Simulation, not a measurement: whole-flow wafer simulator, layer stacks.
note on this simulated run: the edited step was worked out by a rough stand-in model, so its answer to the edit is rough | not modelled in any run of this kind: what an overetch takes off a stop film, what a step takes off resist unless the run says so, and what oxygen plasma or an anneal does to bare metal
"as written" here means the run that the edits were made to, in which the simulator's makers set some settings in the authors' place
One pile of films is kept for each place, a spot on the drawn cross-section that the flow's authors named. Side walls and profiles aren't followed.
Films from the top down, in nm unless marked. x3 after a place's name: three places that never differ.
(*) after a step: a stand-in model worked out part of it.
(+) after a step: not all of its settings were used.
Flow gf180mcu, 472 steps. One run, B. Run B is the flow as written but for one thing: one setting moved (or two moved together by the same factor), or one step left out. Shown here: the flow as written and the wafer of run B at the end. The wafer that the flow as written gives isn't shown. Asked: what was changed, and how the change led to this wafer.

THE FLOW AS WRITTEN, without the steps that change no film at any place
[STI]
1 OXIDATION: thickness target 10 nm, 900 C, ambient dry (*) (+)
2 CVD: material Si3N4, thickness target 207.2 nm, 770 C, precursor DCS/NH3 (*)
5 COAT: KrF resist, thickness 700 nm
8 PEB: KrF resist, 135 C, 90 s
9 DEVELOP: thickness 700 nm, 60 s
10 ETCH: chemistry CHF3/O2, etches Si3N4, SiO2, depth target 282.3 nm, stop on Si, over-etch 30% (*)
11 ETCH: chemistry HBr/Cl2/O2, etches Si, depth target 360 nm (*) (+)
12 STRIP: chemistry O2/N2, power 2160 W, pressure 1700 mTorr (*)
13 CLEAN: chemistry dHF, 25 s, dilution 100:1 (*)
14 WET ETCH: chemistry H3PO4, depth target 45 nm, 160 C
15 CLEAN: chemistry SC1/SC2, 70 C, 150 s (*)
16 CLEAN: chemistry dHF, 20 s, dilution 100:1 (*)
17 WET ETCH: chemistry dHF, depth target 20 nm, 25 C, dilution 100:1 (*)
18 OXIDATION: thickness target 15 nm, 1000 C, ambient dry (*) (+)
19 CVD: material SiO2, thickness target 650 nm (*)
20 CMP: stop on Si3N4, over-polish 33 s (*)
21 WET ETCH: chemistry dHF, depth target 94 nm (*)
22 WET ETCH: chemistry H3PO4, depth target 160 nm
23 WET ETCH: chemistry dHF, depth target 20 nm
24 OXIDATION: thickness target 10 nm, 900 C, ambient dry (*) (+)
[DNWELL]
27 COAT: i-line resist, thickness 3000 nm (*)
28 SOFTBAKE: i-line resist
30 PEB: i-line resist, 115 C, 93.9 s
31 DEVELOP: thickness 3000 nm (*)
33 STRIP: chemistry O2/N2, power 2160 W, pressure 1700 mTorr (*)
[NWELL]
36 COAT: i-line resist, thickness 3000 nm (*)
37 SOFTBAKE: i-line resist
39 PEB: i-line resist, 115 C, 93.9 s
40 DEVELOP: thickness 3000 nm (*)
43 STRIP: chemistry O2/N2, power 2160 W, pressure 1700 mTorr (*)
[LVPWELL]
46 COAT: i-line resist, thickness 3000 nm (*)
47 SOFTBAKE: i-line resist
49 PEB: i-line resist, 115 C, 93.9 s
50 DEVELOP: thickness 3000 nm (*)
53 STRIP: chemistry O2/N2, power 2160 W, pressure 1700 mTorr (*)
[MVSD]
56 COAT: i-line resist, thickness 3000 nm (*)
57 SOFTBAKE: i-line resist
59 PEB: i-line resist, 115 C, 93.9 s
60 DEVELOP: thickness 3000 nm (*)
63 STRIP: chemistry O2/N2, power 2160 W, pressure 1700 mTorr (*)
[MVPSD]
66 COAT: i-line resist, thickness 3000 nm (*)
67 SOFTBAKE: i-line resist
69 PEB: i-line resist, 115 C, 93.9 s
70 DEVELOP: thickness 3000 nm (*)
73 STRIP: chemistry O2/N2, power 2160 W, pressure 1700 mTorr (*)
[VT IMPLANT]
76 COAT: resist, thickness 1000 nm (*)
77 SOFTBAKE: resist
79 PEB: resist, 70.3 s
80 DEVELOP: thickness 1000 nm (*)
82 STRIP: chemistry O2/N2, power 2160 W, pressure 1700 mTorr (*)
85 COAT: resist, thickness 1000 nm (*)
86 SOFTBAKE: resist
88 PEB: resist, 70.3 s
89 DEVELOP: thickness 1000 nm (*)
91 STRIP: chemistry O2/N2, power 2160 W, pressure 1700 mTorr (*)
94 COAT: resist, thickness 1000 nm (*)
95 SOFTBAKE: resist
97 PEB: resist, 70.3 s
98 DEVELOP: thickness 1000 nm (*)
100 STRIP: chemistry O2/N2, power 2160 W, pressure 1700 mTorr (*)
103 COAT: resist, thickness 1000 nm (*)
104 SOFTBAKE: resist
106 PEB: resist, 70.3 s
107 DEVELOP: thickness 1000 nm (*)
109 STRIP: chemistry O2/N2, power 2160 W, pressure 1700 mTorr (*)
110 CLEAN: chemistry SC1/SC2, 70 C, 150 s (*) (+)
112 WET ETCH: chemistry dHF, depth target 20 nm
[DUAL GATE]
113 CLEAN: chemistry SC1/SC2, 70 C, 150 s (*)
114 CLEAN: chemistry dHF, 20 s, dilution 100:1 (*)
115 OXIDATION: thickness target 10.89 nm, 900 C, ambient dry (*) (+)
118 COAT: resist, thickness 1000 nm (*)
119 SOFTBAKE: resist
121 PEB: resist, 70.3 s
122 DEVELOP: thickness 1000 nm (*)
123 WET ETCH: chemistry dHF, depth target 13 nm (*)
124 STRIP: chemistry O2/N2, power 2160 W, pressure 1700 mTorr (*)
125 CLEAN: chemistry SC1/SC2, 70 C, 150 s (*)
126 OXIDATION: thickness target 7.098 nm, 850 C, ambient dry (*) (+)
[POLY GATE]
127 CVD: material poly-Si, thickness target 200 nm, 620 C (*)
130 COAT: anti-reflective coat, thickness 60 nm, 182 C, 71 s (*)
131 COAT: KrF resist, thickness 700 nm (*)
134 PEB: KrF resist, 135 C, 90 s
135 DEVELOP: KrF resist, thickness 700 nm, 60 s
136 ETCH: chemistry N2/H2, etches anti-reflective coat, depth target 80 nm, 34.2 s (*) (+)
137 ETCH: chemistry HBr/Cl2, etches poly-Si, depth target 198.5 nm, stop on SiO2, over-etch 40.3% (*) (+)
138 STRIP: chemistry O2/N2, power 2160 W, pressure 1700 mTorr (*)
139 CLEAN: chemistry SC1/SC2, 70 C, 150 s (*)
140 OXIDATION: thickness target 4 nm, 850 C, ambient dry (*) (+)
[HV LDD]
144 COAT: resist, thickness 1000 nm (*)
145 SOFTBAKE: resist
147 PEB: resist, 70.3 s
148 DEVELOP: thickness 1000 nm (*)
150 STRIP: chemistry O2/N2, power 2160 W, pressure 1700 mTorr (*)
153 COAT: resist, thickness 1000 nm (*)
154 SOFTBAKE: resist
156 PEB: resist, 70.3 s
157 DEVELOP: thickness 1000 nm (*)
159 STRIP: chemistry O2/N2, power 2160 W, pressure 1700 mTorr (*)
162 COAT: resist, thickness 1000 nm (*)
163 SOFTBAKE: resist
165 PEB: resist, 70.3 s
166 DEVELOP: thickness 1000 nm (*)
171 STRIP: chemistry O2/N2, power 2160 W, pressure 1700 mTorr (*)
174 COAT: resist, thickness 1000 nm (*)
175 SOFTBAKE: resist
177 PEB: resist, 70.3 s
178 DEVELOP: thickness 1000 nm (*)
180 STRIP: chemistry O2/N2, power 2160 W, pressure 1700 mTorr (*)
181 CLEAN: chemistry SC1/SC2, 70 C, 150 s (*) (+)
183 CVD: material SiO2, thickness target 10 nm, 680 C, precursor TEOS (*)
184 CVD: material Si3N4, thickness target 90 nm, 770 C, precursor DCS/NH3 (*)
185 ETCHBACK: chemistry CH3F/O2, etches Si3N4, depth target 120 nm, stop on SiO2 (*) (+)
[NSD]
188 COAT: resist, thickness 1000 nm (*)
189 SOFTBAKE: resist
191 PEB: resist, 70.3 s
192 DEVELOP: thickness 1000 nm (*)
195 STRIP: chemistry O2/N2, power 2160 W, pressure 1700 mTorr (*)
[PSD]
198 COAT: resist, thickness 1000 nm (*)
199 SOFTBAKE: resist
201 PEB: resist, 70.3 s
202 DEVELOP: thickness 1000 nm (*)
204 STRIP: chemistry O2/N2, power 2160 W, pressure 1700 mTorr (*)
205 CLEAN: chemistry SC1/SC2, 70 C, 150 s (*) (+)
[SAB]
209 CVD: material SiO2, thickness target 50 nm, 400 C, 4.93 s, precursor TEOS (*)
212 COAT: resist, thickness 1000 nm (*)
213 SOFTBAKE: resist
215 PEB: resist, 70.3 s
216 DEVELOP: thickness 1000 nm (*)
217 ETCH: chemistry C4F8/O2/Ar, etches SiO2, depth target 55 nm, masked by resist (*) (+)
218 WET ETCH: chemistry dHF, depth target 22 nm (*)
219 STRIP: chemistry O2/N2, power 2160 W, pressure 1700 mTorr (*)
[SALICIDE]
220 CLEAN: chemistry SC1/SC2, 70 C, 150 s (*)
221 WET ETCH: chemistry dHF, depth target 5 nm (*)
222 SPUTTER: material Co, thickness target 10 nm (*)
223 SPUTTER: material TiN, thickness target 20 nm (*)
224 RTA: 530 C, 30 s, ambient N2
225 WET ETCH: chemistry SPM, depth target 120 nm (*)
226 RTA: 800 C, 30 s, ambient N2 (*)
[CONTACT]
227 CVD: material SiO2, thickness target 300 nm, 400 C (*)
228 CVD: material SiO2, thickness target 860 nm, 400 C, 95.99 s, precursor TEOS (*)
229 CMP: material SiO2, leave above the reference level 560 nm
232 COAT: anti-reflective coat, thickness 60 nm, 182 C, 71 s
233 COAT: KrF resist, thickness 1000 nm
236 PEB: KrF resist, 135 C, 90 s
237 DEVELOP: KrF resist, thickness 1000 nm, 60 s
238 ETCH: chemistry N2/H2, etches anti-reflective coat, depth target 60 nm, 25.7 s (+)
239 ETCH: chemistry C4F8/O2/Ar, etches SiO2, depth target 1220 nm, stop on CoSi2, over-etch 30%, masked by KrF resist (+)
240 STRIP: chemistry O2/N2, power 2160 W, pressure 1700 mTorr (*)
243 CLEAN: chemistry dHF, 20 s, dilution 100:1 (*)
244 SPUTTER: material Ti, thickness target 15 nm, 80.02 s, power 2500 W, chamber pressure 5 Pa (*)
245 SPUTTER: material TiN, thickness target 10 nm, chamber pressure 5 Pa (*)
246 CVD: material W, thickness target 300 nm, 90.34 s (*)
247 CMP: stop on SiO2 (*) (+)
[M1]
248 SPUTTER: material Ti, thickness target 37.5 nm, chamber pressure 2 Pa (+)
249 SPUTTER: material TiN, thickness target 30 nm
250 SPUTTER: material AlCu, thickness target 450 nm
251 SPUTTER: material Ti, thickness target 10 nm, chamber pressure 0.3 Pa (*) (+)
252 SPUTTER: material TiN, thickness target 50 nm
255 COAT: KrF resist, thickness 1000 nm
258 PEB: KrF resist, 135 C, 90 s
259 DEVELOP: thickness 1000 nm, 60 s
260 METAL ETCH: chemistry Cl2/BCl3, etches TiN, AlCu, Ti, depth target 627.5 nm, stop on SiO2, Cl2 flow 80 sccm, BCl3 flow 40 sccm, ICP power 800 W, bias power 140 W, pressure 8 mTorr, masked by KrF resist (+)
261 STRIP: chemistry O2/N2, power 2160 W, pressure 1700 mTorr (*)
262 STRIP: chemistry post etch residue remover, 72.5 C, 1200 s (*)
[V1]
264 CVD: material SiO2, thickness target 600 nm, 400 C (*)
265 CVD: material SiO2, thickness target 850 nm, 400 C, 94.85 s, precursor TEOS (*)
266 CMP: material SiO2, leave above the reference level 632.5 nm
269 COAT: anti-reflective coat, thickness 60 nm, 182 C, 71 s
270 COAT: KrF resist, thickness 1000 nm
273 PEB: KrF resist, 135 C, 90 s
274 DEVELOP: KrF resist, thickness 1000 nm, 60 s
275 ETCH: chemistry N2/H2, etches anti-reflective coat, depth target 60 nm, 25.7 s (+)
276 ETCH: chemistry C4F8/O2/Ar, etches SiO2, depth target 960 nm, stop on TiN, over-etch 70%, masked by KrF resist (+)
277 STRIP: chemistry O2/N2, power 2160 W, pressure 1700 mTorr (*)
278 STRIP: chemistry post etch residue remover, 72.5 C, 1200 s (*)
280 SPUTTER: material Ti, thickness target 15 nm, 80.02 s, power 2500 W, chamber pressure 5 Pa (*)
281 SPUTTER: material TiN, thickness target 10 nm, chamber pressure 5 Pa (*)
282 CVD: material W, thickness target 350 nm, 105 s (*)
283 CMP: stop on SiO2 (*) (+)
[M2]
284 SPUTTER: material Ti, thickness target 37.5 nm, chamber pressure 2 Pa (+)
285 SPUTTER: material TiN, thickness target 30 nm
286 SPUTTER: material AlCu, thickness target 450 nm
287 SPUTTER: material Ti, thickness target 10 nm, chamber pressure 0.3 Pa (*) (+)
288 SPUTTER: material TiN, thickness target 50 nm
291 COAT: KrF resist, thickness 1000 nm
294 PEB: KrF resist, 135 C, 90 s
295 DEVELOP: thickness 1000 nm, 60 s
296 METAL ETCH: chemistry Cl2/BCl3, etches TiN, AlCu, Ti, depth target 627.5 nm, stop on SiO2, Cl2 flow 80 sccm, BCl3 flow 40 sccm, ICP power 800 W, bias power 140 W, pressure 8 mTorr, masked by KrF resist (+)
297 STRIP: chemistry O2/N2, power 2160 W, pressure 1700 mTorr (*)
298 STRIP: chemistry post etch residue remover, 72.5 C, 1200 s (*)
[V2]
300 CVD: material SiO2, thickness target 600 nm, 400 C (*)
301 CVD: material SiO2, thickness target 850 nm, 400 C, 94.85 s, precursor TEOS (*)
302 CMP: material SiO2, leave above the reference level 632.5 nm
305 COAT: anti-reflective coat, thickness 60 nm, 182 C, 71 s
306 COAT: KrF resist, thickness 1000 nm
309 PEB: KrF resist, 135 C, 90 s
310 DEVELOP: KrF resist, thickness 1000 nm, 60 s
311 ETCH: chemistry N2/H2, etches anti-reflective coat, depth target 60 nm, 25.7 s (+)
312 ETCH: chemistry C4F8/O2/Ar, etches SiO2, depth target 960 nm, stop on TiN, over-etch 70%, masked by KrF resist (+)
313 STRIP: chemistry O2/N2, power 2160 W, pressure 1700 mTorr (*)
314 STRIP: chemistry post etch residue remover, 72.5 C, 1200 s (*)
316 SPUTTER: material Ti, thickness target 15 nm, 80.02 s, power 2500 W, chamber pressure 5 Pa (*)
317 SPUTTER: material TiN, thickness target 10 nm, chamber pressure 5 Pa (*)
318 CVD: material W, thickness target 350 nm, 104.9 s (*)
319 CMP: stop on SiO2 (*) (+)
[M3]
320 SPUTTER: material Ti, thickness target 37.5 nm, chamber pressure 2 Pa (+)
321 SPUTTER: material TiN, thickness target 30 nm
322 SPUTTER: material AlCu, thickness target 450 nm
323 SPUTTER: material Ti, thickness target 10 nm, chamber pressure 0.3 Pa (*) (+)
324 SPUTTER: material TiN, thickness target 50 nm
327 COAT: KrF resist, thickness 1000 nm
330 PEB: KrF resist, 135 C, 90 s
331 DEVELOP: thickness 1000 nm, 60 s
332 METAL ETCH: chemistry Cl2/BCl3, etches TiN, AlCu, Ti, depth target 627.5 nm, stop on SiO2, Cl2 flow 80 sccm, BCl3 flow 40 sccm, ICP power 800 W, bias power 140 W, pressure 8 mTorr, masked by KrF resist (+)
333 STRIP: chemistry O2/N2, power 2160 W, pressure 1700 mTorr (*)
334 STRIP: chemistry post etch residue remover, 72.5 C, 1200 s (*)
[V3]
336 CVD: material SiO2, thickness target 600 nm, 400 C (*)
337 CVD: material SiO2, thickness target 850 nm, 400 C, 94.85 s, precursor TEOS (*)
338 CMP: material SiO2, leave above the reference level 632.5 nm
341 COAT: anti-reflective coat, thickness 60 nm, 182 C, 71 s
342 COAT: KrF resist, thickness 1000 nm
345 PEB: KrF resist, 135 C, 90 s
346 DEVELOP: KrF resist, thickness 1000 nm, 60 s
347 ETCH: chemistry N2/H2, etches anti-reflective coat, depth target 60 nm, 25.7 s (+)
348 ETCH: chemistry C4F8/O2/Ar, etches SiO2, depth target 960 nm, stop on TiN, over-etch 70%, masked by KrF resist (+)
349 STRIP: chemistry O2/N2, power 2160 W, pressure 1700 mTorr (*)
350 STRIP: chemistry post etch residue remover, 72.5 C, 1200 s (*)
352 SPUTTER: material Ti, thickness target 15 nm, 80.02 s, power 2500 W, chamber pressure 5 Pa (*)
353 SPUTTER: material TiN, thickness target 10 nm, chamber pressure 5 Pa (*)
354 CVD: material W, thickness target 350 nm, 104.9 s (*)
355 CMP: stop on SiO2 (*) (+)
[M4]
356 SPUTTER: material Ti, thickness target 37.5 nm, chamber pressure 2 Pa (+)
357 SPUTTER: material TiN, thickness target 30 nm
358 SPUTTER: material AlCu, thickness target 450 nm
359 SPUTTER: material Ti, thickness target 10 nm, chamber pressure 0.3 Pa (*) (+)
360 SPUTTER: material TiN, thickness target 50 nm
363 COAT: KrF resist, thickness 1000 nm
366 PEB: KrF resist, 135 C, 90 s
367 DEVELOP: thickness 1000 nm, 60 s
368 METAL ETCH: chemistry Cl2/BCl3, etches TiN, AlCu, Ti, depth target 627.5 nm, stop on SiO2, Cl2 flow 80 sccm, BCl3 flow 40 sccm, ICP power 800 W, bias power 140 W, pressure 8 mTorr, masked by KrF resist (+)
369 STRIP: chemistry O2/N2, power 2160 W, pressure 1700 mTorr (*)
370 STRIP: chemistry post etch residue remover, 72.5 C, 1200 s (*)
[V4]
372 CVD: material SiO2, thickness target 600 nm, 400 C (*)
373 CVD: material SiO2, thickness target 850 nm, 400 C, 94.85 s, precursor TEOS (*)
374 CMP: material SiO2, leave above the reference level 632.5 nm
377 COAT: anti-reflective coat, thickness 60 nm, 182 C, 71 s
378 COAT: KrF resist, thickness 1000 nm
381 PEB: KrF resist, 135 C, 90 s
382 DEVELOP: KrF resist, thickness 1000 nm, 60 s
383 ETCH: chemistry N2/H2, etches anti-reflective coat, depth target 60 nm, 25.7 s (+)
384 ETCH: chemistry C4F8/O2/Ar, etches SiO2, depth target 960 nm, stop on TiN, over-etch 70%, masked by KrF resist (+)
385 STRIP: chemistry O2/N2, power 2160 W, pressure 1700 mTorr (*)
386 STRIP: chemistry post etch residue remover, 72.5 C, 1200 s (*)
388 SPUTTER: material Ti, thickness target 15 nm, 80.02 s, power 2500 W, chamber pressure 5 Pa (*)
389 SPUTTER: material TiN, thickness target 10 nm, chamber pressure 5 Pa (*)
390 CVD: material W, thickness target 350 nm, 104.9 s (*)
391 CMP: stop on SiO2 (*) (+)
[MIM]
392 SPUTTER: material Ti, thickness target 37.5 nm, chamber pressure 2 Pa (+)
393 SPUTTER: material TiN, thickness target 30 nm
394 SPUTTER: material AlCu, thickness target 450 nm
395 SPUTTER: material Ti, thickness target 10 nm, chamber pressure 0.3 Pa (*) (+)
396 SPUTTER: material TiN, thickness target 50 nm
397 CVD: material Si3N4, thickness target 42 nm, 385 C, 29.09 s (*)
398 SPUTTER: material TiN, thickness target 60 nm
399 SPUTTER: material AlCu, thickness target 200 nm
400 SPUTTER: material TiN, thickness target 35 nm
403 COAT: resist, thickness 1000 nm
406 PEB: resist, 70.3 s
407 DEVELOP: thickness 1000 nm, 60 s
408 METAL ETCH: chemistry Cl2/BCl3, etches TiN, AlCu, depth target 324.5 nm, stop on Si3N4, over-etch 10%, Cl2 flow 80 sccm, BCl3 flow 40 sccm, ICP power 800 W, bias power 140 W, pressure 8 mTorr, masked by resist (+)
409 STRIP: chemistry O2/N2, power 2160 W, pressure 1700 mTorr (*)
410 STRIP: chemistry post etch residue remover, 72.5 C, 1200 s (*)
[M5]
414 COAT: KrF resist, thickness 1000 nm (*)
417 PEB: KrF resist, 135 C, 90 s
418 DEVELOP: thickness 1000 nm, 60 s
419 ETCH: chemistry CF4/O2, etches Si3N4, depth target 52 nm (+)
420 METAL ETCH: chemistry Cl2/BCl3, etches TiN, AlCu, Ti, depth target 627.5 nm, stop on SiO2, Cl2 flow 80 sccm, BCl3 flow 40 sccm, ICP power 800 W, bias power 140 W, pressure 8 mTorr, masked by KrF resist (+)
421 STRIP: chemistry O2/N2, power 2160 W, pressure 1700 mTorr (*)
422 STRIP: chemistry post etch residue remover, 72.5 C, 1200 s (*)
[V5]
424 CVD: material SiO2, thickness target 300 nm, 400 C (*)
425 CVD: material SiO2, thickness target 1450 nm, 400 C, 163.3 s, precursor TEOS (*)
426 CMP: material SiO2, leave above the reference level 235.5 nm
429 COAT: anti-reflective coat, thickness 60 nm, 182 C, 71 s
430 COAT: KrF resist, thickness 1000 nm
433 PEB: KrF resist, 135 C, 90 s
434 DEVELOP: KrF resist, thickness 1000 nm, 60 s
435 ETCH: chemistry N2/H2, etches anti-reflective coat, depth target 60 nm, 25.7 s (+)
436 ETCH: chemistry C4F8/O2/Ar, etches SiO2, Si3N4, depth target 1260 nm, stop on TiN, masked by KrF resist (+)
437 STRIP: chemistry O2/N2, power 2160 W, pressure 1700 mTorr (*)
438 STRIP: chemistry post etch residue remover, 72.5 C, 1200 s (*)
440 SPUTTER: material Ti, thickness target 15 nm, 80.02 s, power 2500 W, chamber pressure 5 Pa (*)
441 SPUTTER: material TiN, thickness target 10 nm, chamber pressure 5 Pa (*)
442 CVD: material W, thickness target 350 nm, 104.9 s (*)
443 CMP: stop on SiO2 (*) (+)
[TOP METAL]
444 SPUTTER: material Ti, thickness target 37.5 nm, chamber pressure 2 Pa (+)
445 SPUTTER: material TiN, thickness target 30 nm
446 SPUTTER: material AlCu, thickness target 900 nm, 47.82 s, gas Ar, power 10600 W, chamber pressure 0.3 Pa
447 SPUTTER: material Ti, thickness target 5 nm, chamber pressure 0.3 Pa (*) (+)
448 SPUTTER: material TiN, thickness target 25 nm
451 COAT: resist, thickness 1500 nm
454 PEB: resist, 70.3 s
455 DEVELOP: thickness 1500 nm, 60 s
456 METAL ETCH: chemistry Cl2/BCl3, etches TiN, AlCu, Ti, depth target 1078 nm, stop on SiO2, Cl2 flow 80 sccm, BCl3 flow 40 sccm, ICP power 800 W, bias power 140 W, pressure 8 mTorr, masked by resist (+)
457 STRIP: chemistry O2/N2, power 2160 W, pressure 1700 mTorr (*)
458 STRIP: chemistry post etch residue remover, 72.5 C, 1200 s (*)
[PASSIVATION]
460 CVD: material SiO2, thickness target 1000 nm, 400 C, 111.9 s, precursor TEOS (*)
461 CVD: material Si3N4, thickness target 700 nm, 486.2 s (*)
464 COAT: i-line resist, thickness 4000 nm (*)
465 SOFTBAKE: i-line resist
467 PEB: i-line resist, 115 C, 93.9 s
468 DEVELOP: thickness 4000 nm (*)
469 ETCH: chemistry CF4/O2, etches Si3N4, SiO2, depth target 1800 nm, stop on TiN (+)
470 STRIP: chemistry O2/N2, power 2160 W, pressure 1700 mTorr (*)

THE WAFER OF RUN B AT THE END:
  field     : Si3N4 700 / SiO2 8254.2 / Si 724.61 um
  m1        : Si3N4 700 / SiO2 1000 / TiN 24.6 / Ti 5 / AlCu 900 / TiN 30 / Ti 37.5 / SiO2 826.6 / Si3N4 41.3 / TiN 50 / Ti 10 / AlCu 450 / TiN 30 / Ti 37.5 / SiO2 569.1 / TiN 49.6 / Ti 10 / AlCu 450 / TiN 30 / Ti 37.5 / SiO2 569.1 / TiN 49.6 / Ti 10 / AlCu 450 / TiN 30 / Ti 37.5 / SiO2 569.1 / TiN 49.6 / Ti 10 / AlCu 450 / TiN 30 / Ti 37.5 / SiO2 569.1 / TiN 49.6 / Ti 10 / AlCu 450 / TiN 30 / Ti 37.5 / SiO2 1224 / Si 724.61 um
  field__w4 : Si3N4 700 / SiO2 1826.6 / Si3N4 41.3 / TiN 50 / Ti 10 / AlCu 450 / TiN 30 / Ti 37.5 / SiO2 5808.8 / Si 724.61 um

The cause: step 11, ETCH: depth target 387 nm was run, where the flow has depth target 360 nm.

How the change led to this, step by step:
  11 ETCH: chemistry HBr/Cl2/O2, etches Si, depth target 360 nm (*) (+)
      active, n_well, p_well and 40 more: KrF resist -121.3 (as written it would be: KrF resist -112.3)
      field, field_sub, sti and 34 more: Si -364 (as written it would be: Si -337)
  12 STRIP: chemistry O2/N2, power 2160 W, pressure 1700 mTorr (*)
      active, n_well, p_well and 40 more: KrF resist -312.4 (all of it) (as written it would be: KrF resist -321.4 (all of it))
  19 CVD: material SiO2, thickness target 650 nm (*)
      m1, ld_fp_n, ld_drift_n and 8 more: SiO2 +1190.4 (as written it would be: SiO2 +1163.4)
  20 CMP: stop on Si3N4, over-polish 33 s (*)
      sti, mim_1p0, pad and 11 more: SiO2 -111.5 (as written it would be: SiO2 -138.5)
      nw_enc_fld, nw_enc_fld_lv: SiO2 -115.5 (as written it would be: SiO2 -142.5)
      (and at 10 more places)
